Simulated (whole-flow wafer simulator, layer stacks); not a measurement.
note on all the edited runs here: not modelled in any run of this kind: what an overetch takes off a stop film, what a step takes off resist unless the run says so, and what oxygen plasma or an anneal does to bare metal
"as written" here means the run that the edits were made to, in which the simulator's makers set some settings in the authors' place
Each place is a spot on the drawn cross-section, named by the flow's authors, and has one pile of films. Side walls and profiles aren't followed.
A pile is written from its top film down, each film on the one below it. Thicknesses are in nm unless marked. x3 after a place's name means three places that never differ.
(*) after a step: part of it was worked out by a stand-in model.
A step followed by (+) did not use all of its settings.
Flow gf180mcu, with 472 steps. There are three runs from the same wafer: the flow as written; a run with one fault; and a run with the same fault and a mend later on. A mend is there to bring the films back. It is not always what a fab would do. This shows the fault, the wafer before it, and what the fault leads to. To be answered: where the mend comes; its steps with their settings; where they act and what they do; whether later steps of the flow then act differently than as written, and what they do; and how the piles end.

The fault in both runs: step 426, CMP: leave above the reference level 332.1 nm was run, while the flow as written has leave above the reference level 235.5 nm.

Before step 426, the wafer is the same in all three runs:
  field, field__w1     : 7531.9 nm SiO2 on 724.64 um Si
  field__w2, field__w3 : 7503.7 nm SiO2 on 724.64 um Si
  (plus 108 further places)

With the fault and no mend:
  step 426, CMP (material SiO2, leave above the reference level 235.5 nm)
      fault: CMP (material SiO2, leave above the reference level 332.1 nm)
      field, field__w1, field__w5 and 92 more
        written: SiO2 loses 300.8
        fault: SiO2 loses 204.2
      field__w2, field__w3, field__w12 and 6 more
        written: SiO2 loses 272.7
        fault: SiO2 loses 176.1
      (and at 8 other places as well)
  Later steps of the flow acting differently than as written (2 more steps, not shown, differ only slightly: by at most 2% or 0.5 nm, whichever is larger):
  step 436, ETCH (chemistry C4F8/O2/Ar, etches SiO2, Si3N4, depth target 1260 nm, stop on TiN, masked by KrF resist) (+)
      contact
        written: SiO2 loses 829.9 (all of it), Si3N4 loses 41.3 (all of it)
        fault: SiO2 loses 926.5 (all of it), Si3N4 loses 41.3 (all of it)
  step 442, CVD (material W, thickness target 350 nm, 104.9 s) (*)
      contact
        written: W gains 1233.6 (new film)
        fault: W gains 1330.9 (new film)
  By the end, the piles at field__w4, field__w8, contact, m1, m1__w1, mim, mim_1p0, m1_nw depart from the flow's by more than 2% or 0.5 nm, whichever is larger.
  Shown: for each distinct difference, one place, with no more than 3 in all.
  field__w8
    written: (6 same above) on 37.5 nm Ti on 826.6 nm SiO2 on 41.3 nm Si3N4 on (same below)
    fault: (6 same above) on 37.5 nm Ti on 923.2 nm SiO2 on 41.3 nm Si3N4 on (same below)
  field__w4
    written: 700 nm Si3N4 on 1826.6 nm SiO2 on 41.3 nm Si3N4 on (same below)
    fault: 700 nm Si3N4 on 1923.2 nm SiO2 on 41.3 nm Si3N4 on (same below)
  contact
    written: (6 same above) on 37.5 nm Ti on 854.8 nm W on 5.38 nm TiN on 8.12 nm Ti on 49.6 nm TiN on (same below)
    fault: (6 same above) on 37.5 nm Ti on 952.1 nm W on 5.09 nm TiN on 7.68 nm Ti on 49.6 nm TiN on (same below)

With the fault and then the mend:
  The mend stands after step 426.
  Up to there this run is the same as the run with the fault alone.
  step 426a, CMP (material SiO2, leave above the reference level 235.5 nm) (the flow's step 426, run once more)
      field, field__w1, field__w2 and 109 more
        SiO2 loses 96.6
  None of the later steps of the flow acts differently than as written at any place that is followed.
  By the end, the piles equal the flow's at every place that both follow.
